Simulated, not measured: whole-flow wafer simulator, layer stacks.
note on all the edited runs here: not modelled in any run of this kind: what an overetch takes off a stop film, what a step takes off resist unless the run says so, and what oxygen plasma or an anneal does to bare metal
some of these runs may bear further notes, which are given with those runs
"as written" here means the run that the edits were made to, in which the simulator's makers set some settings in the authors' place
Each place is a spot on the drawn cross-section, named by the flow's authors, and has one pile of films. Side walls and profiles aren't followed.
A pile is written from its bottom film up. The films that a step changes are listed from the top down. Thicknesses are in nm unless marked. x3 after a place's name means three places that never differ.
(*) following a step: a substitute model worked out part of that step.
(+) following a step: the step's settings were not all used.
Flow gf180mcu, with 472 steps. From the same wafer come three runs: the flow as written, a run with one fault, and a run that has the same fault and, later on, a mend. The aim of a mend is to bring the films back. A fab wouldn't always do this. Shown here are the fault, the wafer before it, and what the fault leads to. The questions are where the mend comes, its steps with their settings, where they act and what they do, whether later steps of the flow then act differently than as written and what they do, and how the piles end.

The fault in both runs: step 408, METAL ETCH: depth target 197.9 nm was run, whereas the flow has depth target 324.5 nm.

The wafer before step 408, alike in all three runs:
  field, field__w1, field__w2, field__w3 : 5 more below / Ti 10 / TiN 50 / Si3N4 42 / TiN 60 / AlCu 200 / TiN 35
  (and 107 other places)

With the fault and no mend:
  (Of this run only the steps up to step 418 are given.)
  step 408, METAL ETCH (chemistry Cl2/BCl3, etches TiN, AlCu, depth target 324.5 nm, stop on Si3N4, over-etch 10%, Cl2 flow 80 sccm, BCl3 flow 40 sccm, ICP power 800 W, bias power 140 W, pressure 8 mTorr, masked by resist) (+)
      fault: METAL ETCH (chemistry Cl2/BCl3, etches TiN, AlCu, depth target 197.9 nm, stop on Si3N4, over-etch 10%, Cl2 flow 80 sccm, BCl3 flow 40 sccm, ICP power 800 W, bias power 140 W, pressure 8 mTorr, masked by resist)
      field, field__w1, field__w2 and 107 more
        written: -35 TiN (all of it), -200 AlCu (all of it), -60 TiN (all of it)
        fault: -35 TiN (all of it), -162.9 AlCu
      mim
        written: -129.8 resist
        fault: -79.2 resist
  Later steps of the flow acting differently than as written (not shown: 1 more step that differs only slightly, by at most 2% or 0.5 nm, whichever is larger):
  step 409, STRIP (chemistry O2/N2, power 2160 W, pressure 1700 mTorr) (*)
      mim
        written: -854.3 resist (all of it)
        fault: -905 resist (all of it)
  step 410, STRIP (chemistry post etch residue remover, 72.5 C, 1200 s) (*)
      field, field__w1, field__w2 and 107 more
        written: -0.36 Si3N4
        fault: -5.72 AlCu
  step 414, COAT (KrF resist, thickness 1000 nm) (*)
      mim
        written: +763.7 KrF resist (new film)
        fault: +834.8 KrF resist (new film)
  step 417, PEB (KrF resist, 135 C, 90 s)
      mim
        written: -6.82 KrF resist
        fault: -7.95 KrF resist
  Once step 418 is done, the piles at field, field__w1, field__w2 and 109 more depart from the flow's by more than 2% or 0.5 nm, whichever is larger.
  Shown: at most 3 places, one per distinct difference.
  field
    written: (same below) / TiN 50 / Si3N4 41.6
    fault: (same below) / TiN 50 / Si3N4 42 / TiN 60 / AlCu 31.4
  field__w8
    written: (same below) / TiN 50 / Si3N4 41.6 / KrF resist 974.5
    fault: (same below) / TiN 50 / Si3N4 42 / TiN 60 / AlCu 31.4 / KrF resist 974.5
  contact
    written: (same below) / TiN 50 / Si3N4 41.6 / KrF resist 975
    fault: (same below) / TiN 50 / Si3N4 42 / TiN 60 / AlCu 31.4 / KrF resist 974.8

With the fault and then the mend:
  The mend stands after step 410.
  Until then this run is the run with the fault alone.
  step 410a, DEHYDRATE (200 C, 60 s) (a further turn of the flow's step 401)
      does not change any film at any place that is followed
  step 410b, HMDS (120 C, 60 s) (a further turn of the flow's step 402)
      does not change any film at any place that is followed
  step 410c, COAT (resist, thickness 1000 nm) (*) (a further turn of the flow's step 403)
      field__w8, m1__w1, iso_ptap_pw and 39 more
        +1000 resist (new film)
      p_well, sti, spacer, sd_n, mim_1p0, pad, dice_street
        +1000.4 resist (new film)
      field, ld_fp_p, ld_drift_p, ld_drn_p, ld_body_p_dnw, m1_nw
        +1001.2 resist (new film)
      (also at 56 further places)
  step 410d, SOFTBAKE (resist) (a further turn of the flow's step 404)
      field__w5, field__w9
        -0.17 resist
      ld_fp_p, nw_sep_fld
        -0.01 resist
      field__w2
        +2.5 resist
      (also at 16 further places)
  step 410e, EXPOSE (photomask FuseTop) (a further turn of the flow's step 405)
      does not change any film at any place that is followed
  step 410f, PEB (resist, 70.3 s) (a further turn of the flow's step 406)
      field, field__w1, field__w5 and 96 more
        -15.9 resist
      field__w2, field__w3, field__w12, pplus_u, ppoly_sal, nw_enc_fld_lv__w4
        -16 resist
      field__w7, field__w13, ppoly_u, npoly_sal
        -16.1 resist
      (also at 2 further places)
  step 410g, DEVELOP (thickness 1000 nm, 60 s) (a further turn of the flow's step 407)
      field__w8, m1__w1, iso_ptap_pw and 39 more
        -984.1 resist (all of it)
      p_well, sti, spacer, sd_n, mim_1p0, pad, dice_street
        -984.6 resist (all of it)
      field, ld_fp_p, ld_drift_p, ld_drn_p, ld_body_p_dnw, m1_nw
        -985.3 resist (all of it)
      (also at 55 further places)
  step 410h, METAL ETCH (chemistry Cl2/BCl3, etches TiN, AlCu, depth target 126.6 nm, stop on Si3N4, over-etch 10%, Cl2 flow 80 sccm, BCl3 flow 40 sccm, ICP power 800 W, bias power 140 W, pressure 8 mTorr, masked by resist) (+) (a further turn of the flow's step 408, with different settings)
      field, field__w1, field__w2 and 107 more
        -31.4 AlCu (all of it), -60 TiN (all of it)
      mim
        -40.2 resist
  step 410i, STRIP (chemistry O2/N2, power 2160 W, pressure 1700 mTorr) (*) (a further turn of the flow's step 409)
      mim
        -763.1 resist (all of it)
  step 410j, STRIP (chemistry post etch residue remover, 72.5 C, 1200 s) (*) (a further turn of the flow's step 410)
      field, field__w1, field__w2 and 107 more
        -0.36 Si3N4
      mim
        -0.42 TiN
  None of the later steps of the flow differs from how it acts as written, at any place that is followed, by more than 2% or 0.5 nm, whichever is larger.
  The piles end only slightly different from the flow's at the places that both follow, by no more than 2% or 0.5 nm, whichever is larger.
